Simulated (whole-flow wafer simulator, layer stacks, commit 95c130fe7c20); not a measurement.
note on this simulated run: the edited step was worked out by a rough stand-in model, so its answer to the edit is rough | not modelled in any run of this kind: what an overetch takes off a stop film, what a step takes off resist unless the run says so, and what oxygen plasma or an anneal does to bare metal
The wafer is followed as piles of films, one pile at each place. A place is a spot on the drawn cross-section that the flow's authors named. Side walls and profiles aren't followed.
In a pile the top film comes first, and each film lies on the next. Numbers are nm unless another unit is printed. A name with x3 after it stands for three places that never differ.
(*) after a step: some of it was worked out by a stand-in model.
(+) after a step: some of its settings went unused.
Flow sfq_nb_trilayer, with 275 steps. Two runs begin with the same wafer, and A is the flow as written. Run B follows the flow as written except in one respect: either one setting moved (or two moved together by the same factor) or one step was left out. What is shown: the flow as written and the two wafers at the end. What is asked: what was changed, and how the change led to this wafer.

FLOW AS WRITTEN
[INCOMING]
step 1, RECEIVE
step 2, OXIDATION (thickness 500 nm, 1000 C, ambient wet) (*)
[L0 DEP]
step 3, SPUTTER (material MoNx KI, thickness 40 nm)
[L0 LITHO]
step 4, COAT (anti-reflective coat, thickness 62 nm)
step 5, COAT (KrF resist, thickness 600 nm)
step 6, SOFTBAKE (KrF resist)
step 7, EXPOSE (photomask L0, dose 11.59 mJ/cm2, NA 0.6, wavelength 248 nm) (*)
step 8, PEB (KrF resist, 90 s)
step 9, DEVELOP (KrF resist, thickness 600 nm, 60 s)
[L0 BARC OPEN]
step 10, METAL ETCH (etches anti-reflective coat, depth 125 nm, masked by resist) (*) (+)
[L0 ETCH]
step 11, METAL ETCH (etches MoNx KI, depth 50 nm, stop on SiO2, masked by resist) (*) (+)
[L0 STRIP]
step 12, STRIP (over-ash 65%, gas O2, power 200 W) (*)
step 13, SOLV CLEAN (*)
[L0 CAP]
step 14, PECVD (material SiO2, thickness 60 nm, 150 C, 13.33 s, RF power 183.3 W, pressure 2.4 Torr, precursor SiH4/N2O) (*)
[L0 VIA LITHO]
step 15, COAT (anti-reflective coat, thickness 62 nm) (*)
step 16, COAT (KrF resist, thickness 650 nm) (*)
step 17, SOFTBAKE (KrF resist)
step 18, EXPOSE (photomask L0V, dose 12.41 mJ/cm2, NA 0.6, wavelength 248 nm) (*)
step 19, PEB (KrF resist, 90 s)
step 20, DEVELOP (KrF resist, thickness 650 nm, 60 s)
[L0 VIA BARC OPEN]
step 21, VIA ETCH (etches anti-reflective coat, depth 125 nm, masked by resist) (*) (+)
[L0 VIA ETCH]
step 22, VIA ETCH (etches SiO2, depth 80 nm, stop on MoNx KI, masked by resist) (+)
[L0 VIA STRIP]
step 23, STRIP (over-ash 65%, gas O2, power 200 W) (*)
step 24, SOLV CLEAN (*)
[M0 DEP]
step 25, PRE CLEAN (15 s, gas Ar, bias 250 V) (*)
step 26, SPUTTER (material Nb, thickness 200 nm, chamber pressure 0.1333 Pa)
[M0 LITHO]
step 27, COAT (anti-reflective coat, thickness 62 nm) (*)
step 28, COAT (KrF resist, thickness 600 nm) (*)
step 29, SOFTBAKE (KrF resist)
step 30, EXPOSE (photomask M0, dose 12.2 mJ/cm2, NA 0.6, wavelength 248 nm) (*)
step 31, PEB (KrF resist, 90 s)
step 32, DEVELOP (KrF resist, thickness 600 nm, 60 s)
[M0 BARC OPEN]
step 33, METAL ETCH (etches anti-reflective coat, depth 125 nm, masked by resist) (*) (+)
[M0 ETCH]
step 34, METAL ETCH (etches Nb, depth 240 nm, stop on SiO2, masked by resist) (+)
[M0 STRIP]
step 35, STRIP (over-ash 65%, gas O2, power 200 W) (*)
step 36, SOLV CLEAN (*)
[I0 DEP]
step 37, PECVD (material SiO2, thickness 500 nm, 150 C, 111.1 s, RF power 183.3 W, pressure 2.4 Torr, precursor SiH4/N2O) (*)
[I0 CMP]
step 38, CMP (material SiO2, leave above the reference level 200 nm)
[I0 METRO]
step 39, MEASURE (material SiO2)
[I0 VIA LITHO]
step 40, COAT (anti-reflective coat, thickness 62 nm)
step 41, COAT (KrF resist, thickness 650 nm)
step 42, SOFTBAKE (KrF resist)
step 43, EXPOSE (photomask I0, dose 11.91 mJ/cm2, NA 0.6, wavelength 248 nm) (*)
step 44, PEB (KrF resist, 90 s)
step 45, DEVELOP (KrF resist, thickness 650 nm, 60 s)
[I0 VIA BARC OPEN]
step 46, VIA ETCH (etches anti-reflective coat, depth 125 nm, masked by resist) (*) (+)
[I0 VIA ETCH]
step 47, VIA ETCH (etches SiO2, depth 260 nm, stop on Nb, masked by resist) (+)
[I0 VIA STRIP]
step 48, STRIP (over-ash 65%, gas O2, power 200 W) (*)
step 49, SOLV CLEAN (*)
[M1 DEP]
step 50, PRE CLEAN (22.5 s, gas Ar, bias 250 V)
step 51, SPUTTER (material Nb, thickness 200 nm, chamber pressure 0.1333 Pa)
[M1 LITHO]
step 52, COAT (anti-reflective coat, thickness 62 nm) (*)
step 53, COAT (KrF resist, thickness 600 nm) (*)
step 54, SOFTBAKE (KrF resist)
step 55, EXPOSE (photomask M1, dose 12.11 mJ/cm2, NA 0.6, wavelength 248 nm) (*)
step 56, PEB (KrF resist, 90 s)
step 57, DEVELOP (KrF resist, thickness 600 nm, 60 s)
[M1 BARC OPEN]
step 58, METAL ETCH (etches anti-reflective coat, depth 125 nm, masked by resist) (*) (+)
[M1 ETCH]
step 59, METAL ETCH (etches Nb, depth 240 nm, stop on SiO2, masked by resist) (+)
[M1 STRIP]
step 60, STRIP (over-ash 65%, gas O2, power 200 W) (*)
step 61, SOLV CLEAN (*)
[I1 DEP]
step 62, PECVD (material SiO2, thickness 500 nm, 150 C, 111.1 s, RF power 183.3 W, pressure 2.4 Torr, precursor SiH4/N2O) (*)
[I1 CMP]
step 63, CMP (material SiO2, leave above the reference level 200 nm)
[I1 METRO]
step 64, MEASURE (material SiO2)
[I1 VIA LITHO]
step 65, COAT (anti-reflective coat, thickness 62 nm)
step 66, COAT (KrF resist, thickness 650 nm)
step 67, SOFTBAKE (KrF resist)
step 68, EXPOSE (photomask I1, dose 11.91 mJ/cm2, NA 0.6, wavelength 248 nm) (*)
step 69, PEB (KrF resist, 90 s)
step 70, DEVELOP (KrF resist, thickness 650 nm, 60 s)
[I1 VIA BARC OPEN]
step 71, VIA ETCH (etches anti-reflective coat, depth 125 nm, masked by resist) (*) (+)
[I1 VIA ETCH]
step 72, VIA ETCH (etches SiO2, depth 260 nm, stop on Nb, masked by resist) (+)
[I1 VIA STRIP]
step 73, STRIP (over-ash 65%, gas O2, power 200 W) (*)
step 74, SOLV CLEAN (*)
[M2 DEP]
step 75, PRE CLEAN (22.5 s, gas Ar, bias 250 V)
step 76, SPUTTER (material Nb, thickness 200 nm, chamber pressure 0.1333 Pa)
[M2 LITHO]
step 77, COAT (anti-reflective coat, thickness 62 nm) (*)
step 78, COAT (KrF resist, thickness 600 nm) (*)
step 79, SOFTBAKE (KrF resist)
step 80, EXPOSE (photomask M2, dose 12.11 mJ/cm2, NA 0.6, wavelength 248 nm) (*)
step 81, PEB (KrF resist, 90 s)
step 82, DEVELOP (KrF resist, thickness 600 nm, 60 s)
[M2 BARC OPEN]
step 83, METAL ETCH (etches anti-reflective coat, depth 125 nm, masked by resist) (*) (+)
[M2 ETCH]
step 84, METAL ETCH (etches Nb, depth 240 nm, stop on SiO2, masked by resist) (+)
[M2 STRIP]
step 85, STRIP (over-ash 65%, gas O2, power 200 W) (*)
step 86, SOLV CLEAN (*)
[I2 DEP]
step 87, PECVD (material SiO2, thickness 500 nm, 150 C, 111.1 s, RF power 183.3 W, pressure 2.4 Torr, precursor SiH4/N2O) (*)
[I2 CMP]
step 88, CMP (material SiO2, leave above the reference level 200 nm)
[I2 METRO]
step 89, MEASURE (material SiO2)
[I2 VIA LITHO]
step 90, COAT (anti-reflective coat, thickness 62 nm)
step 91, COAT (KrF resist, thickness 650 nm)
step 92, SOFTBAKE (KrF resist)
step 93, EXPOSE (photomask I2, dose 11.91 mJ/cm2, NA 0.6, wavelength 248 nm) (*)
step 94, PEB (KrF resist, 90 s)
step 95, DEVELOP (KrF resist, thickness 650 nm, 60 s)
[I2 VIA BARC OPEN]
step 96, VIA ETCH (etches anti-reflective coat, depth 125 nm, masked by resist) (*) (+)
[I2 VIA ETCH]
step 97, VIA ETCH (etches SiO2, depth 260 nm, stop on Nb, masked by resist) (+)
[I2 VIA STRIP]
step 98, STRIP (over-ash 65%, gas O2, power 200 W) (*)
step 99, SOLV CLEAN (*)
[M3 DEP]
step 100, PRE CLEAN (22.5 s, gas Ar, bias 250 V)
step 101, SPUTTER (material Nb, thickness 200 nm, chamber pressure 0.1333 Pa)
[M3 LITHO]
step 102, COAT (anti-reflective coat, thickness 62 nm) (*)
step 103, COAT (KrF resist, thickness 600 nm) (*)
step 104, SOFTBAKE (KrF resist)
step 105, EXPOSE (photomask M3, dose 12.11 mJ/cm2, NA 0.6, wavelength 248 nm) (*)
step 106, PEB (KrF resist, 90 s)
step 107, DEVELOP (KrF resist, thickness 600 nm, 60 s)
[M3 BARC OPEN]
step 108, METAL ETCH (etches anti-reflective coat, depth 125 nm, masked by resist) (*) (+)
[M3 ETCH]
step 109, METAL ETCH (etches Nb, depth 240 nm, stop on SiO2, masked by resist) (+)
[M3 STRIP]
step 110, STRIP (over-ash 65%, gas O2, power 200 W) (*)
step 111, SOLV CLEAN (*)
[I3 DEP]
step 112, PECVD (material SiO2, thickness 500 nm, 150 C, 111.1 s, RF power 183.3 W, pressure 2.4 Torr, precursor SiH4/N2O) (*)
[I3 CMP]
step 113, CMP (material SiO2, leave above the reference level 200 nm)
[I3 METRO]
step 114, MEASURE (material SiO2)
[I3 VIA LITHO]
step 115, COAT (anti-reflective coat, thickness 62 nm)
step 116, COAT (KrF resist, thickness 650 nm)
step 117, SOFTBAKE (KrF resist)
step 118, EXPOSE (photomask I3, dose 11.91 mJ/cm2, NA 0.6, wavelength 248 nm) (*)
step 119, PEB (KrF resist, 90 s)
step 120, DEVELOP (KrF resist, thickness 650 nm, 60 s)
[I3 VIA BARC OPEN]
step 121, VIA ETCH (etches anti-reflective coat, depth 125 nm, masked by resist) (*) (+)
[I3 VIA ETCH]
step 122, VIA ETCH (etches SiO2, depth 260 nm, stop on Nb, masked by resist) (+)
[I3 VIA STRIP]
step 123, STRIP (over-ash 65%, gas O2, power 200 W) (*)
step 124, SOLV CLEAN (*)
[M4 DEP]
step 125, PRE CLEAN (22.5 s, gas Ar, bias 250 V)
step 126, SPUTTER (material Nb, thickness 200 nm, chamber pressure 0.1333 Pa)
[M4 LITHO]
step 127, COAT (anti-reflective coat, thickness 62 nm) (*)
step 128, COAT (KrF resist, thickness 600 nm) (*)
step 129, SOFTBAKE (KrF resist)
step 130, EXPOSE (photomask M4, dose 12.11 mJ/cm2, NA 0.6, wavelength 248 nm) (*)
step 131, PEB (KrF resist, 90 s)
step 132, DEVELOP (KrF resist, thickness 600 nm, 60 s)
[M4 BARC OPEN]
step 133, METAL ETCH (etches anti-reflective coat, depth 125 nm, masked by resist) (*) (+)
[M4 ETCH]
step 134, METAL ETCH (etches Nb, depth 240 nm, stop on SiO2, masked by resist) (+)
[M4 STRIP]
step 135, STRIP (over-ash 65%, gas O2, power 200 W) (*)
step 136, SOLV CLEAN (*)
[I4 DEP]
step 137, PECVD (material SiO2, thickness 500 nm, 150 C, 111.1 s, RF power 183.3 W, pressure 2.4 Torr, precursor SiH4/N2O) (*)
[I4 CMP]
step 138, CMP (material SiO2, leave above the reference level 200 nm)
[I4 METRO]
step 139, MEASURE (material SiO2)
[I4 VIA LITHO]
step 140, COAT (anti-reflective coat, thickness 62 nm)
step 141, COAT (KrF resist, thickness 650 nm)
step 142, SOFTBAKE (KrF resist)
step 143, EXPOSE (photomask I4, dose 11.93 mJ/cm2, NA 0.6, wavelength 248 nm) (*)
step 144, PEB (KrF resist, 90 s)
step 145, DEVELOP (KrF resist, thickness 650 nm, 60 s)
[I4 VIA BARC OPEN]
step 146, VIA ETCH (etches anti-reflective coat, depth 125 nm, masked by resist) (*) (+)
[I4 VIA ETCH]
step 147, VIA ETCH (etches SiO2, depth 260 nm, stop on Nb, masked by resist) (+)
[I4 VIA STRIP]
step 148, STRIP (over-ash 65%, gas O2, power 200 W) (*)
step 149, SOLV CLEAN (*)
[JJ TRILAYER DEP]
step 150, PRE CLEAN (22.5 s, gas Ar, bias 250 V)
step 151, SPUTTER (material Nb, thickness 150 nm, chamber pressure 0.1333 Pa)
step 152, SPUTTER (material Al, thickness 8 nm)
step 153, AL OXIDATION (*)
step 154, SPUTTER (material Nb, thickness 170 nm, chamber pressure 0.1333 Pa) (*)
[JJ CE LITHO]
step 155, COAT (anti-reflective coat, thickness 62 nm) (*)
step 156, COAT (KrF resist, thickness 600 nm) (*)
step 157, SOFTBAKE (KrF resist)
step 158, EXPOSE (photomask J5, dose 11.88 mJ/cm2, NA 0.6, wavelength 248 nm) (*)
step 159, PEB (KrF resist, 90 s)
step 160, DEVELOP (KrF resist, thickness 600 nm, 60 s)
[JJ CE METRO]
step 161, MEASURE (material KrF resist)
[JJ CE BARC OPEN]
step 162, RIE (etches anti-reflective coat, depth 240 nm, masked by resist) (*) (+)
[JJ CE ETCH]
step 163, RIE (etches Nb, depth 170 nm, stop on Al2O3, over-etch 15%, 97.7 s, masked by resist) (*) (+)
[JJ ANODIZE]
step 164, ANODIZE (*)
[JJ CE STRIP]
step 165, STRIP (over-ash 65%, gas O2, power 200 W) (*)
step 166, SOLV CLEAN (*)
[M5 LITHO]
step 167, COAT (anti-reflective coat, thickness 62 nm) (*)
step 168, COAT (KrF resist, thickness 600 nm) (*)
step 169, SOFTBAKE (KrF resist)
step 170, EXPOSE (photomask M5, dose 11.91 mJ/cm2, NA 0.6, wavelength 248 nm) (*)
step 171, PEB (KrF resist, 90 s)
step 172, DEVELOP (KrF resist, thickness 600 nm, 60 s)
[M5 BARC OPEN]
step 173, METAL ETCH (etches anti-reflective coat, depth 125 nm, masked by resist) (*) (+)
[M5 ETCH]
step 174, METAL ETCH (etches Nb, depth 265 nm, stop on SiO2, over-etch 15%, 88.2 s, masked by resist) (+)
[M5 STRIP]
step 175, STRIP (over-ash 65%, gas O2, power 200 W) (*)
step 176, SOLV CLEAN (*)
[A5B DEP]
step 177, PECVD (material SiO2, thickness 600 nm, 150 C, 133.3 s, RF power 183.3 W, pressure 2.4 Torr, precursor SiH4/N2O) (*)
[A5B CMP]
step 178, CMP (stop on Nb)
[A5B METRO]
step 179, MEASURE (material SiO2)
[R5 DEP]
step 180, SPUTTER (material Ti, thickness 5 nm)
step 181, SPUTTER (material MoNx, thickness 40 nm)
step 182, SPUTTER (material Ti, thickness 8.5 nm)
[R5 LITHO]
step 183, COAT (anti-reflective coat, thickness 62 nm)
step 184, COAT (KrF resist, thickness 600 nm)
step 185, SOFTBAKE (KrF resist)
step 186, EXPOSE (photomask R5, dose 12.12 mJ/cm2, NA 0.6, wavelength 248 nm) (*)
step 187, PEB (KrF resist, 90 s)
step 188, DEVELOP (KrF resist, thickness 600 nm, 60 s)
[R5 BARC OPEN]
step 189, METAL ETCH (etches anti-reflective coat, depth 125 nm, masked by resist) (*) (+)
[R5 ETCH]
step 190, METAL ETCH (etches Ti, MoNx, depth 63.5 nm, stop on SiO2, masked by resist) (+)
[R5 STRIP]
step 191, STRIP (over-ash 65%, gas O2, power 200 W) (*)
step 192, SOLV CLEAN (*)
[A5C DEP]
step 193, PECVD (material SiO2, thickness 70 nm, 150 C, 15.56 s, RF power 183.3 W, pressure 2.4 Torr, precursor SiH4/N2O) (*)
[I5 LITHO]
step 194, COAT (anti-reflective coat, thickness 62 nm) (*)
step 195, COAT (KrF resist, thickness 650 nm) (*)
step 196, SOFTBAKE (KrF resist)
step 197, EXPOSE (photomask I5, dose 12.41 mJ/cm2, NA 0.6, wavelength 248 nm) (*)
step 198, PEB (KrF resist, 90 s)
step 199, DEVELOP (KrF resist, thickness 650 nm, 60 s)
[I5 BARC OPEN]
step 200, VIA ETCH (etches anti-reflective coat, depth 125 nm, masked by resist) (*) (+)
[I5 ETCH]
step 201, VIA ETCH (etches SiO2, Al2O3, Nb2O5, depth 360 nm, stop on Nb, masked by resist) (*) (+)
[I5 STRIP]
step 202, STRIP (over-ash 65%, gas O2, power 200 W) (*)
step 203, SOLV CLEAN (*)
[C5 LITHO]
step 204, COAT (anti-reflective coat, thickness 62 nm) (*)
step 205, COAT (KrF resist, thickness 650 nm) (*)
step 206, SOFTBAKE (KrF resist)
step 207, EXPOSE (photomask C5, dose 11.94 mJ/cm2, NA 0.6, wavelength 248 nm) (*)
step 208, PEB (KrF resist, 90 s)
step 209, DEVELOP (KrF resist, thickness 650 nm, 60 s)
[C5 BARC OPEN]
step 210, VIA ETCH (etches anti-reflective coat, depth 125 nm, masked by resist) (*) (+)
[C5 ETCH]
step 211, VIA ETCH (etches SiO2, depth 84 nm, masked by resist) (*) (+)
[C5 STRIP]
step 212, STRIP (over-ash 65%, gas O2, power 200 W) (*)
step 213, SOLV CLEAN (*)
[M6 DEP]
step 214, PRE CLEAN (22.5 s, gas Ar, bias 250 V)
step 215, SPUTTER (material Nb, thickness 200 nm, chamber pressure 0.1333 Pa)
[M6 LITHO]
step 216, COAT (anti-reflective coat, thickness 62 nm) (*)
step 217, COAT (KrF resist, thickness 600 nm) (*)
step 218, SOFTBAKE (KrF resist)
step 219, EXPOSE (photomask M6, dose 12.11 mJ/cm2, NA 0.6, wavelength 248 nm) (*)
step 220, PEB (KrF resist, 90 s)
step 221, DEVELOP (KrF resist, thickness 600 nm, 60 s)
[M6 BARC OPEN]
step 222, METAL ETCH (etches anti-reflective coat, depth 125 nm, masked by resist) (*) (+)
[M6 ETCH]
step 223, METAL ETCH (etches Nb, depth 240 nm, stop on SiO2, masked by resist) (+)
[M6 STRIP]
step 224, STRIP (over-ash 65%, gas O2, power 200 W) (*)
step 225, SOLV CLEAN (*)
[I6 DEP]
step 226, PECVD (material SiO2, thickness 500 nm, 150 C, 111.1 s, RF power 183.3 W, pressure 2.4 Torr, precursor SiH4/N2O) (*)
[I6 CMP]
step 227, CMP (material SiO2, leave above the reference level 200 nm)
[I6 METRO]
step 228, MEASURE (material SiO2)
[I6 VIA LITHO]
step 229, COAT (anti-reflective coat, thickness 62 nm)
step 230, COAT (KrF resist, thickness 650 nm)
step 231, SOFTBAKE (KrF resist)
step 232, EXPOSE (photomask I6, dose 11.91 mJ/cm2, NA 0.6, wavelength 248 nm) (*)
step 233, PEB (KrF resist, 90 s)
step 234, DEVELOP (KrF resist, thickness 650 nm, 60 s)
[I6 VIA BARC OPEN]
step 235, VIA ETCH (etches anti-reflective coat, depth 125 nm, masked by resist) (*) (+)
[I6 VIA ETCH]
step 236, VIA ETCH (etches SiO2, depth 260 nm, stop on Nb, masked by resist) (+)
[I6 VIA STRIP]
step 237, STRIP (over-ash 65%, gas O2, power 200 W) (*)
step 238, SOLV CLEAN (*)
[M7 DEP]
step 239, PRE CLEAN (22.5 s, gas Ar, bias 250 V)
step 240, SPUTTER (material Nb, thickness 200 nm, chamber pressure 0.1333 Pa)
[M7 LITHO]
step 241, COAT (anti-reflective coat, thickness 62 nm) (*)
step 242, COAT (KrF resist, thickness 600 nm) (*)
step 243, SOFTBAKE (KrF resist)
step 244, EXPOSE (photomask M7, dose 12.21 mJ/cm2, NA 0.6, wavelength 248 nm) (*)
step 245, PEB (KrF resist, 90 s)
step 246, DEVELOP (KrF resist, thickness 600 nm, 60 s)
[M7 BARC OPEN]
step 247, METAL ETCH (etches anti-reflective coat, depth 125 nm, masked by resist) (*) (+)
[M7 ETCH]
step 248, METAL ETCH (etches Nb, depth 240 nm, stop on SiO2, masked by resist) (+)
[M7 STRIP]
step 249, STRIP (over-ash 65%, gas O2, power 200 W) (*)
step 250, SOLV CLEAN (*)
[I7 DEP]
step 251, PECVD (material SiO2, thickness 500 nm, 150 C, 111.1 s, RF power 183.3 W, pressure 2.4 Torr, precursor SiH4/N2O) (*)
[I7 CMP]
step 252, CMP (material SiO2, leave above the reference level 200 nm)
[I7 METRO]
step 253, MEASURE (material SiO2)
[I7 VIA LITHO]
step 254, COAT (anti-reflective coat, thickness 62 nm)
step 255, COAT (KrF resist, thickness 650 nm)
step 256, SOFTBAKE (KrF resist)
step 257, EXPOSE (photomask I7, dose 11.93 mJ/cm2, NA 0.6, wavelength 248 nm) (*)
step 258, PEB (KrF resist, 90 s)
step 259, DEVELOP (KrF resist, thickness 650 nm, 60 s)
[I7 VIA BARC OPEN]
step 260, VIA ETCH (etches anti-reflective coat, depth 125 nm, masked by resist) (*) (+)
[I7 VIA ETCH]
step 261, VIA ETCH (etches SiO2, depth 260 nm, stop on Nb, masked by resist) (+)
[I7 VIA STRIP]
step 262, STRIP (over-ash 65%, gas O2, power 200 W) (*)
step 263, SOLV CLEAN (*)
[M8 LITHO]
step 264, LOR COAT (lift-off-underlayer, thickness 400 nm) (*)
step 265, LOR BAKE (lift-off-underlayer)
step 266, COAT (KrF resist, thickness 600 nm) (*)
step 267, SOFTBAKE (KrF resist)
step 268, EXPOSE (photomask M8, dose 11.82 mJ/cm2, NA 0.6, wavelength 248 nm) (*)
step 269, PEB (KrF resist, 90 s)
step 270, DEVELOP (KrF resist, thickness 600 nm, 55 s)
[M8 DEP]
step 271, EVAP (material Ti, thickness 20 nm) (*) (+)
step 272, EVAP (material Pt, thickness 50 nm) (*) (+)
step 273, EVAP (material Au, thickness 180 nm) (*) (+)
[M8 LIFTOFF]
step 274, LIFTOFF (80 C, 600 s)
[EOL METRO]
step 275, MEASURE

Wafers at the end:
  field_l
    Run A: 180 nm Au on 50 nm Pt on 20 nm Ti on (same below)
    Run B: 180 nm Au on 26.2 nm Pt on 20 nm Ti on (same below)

Cause: step 272, EVAP: thickness 26.2 nm was run, while the flow as written has thickness 50 nm.
The wafer lets one read it off: field_l has Pt 26.2, and step 272 as written asks for 50 nm.

Step by step, how the change led to this:
  step 272, EVAP (material Pt, thickness 50 nm) (*) (+)
      field_l, v_sur, via_wl and 103 more: A +50 Pt (new film) | B +26.2 Pt (new film)
  step 274, LIFTOFF (80 C, 600 s)
      p4_fl x3, p4_w1 x9, p4_g1 x2 and 60 more: A -180 Au (all of it), -50 Pt (all of it), -20 Ti (all of it), -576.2 KrF resist (all of it), -400 lift-off-underlayer (all of it) | B -180 Au (all of it), -26.2 Pt (all of it), -20 Ti (all of it), -576.2 KrF resist (all of it), -400 lift-off-underlayer (all of it)
      c5j, ce_r: A -180 Au (all of it), -50 Pt (all of it), -20 Ti (all of it), -573.3 KrF resist (all of it), -399.3 lift-off-underlayer (all of it) | B -180 Au (all of it), -26.2 Pt (all of it), -20 Ti (all of it), -573.3 KrF resist (all of it), -399.3 lift-off-underlayer (all of it)
      (as well as at 19 more places)
